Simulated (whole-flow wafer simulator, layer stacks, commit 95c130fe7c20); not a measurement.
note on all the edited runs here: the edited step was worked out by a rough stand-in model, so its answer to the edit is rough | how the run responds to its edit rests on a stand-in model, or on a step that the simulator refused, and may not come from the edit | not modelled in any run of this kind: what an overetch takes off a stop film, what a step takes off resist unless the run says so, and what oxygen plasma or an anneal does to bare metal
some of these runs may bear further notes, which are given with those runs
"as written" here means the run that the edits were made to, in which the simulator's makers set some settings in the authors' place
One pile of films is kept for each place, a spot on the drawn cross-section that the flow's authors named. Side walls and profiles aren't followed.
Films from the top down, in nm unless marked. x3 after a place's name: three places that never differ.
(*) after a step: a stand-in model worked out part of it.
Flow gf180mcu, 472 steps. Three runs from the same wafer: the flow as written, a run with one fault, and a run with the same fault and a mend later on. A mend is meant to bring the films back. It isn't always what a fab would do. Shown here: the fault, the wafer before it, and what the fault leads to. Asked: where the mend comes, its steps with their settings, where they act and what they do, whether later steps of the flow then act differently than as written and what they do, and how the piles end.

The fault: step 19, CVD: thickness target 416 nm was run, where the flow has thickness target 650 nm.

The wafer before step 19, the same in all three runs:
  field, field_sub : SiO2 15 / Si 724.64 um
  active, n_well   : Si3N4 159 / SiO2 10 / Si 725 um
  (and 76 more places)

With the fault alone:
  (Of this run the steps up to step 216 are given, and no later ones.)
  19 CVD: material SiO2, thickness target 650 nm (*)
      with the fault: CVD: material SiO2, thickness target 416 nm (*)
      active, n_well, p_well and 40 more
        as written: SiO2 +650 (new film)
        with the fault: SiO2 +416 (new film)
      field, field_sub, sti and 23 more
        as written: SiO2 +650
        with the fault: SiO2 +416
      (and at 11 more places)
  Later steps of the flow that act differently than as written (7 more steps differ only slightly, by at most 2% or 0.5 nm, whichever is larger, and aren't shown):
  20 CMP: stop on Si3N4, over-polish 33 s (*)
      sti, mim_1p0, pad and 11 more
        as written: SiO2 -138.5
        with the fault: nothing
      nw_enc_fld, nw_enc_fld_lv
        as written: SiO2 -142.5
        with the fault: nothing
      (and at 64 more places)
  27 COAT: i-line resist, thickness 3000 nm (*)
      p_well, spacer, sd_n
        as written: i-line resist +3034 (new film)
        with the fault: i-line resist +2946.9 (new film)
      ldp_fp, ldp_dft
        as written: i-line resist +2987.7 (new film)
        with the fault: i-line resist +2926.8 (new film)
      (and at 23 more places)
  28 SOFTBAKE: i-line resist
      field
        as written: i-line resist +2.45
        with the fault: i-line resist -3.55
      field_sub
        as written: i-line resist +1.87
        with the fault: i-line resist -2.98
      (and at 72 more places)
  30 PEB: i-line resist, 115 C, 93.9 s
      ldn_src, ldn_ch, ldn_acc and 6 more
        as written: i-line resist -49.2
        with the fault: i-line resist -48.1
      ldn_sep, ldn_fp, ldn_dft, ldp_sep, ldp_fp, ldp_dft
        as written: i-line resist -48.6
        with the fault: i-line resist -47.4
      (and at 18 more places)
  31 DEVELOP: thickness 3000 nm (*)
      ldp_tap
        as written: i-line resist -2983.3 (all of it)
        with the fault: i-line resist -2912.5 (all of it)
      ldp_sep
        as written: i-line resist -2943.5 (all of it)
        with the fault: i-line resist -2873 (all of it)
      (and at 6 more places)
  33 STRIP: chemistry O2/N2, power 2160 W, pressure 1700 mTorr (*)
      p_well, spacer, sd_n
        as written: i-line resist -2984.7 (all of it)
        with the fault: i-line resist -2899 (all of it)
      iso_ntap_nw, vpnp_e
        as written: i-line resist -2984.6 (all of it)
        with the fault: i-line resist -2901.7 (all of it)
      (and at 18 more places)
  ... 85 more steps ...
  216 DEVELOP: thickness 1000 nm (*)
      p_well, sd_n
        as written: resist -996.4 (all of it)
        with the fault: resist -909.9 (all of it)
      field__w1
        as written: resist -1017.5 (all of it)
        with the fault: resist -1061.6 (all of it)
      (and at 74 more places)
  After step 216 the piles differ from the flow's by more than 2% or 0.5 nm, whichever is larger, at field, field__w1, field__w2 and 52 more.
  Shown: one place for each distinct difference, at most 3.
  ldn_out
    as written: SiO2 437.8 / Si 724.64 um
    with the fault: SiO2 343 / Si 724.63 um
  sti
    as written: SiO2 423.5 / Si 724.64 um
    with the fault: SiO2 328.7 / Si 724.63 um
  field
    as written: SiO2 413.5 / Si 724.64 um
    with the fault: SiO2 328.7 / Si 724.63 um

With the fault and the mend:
  The mend comes after step 19.
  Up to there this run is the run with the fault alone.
  19a CVD: material SiO2, thickness target 234 nm (*) (the flow's step 19 once more, with other settings)
      field, field_sub, active and 77 more
        SiO2 +234
  No later step of the flow acts differently than as written at any place that is followed.
  At the end the piles are the same as the flow's at every place that both follow.
